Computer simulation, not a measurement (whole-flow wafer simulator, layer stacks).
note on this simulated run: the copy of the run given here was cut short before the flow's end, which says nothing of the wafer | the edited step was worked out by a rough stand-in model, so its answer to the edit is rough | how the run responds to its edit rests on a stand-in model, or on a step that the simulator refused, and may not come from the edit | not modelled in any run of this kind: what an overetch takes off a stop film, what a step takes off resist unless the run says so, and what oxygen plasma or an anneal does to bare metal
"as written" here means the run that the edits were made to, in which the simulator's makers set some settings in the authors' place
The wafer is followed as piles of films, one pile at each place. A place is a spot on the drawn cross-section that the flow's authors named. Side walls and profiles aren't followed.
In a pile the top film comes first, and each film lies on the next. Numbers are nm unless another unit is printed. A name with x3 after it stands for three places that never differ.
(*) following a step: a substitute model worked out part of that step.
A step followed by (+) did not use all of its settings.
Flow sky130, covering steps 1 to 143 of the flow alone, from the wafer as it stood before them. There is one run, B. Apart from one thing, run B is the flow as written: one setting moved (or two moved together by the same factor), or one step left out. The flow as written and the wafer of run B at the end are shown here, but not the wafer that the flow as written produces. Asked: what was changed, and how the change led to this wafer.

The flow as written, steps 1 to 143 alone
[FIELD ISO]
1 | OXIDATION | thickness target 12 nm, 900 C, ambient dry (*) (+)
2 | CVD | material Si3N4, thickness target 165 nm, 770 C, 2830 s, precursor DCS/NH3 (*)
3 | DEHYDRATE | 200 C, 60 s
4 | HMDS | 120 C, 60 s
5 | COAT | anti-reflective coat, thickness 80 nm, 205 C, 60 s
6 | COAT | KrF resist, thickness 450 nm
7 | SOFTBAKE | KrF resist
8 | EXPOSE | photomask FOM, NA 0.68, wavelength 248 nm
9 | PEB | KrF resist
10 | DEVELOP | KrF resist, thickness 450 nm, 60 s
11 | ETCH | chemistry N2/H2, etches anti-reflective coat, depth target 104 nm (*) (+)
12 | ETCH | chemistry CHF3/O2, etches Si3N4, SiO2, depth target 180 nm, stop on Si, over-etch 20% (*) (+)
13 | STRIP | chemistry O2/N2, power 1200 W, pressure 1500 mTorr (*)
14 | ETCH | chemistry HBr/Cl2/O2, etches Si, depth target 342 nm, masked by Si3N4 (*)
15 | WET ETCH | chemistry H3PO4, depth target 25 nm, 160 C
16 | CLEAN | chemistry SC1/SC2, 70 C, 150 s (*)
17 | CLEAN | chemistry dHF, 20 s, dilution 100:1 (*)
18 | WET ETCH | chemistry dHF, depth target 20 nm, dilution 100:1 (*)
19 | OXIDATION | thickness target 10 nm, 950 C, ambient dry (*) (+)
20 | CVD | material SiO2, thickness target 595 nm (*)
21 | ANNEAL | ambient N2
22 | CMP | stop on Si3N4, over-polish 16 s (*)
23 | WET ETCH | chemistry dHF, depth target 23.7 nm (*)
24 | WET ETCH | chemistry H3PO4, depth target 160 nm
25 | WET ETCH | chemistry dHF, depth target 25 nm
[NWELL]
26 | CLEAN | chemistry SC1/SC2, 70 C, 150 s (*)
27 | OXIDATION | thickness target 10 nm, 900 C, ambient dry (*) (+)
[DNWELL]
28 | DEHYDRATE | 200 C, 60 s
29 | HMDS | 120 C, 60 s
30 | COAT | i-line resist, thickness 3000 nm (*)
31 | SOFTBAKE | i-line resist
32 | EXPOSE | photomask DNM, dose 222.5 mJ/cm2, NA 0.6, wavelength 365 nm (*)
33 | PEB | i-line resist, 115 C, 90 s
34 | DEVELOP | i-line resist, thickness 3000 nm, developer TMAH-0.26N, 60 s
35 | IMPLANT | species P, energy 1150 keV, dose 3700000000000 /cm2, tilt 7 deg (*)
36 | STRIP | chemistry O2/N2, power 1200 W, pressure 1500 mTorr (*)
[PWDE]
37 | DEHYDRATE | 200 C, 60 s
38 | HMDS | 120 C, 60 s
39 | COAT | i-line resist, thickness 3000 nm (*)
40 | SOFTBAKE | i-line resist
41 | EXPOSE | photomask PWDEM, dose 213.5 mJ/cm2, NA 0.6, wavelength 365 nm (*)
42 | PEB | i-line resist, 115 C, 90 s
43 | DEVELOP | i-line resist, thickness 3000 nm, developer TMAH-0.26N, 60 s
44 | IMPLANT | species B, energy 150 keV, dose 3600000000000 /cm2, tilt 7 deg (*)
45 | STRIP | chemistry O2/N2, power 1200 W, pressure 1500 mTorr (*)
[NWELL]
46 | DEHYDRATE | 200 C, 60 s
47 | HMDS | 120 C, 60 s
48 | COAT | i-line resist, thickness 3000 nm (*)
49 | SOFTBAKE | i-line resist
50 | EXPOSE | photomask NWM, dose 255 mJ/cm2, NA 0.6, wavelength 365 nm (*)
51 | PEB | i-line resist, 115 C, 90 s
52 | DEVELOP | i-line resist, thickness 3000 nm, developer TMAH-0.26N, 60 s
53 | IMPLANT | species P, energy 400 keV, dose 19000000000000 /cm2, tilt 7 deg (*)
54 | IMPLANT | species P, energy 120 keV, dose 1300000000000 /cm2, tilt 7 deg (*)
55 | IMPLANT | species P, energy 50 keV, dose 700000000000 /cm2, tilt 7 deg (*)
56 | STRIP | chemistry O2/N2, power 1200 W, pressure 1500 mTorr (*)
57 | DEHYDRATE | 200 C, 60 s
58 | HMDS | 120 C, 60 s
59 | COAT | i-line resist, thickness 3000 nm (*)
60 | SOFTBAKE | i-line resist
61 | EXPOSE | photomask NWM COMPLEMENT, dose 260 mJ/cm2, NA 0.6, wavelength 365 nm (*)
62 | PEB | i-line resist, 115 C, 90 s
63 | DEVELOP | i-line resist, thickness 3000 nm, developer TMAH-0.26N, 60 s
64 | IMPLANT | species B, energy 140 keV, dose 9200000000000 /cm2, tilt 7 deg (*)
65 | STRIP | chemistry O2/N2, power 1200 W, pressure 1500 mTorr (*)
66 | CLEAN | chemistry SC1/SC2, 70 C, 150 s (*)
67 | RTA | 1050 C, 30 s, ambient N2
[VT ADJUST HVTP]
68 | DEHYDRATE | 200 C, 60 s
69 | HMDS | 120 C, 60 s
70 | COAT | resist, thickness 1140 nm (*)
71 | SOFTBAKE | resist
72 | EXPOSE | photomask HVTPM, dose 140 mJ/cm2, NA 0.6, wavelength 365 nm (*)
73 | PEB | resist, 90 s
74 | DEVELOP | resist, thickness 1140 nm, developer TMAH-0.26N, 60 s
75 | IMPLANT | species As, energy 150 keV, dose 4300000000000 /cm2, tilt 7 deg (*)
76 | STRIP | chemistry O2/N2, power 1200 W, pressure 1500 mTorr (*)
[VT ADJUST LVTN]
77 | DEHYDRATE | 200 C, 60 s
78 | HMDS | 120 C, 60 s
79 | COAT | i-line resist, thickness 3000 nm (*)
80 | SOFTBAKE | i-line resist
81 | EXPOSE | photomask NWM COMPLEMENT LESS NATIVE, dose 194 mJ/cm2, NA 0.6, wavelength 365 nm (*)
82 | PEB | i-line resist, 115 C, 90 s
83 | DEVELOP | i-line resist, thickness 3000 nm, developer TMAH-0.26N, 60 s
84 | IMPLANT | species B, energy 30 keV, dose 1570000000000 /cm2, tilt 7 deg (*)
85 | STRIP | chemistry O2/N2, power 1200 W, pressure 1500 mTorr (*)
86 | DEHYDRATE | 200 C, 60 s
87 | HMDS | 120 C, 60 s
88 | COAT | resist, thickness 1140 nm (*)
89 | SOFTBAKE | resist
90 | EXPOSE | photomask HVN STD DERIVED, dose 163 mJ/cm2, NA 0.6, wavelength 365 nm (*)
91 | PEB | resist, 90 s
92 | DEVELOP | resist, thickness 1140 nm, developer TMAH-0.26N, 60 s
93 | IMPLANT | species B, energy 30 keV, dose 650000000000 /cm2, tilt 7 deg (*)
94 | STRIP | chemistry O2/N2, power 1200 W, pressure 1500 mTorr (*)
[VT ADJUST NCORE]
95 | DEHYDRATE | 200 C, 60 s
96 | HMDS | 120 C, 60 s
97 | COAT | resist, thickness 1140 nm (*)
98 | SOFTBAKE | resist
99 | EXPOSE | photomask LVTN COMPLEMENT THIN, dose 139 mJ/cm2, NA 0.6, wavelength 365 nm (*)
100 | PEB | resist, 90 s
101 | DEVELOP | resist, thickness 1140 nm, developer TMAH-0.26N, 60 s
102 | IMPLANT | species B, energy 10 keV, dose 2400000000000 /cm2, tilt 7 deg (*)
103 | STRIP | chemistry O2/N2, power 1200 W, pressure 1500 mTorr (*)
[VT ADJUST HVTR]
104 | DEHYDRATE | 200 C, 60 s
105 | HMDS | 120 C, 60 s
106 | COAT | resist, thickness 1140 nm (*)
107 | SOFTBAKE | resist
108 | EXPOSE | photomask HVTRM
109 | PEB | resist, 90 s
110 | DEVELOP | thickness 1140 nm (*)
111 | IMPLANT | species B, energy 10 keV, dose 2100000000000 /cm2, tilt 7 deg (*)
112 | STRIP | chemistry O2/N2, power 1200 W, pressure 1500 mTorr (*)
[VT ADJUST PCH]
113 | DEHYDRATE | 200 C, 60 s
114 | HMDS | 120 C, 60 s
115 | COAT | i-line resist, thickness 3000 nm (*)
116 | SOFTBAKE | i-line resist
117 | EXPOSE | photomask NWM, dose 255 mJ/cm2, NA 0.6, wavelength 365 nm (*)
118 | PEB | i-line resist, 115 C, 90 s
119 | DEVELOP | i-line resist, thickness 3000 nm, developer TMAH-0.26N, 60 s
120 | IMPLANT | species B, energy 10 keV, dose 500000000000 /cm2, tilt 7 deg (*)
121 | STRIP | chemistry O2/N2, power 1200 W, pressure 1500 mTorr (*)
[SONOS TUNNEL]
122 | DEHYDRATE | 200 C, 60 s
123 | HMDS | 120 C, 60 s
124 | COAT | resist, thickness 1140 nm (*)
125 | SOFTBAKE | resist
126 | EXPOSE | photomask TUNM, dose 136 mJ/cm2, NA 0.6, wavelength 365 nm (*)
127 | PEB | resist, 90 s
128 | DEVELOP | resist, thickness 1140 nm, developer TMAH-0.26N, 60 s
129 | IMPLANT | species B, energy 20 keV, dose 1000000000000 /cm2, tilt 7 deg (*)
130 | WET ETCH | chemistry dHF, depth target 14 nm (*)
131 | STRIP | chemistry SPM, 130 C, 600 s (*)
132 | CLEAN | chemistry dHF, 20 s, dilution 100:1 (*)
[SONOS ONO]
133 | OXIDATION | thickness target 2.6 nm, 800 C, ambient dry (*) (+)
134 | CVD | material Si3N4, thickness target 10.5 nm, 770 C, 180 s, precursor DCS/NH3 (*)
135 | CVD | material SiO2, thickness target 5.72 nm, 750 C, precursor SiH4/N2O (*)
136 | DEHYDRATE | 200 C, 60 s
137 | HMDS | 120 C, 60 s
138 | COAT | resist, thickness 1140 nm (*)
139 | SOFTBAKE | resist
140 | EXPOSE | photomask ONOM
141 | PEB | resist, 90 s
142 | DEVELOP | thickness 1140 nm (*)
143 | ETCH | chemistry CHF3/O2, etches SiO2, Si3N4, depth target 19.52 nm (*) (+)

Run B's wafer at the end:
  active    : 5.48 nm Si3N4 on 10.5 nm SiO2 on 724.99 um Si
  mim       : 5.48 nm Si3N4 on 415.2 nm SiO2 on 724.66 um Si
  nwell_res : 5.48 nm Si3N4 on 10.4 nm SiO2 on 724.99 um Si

What caused this: step 143, ETCH: depth target 10.74 nm was run, though the flow has depth target 19.52 nm.

The path from the change to this, step by step:
  143 | ETCH | chemistry CHF3/O2, etches SiO2, Si3N4, depth target 19.52 nm (*) (+)
      field, active, p_well x5 and 179 more: SiO2 loses 5.72 (all of it), Si3N4 loses 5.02 (it would be, as written: SiO2 loses 5.72 (all of it), Si3N4 loses 10.5 (all of it), SiO2 loses 3.3)
      n_well, sonos_sd: SiO2 loses 5.72 (all of it), Si3N4 loses 5.02 (it would be, as written: SiO2 loses 5.72 (all of it), Si3N4 loses 10.5 (all of it), SiO2 loses 2.6 (all of it), Si loses 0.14)
      (as well as at 2 more places)
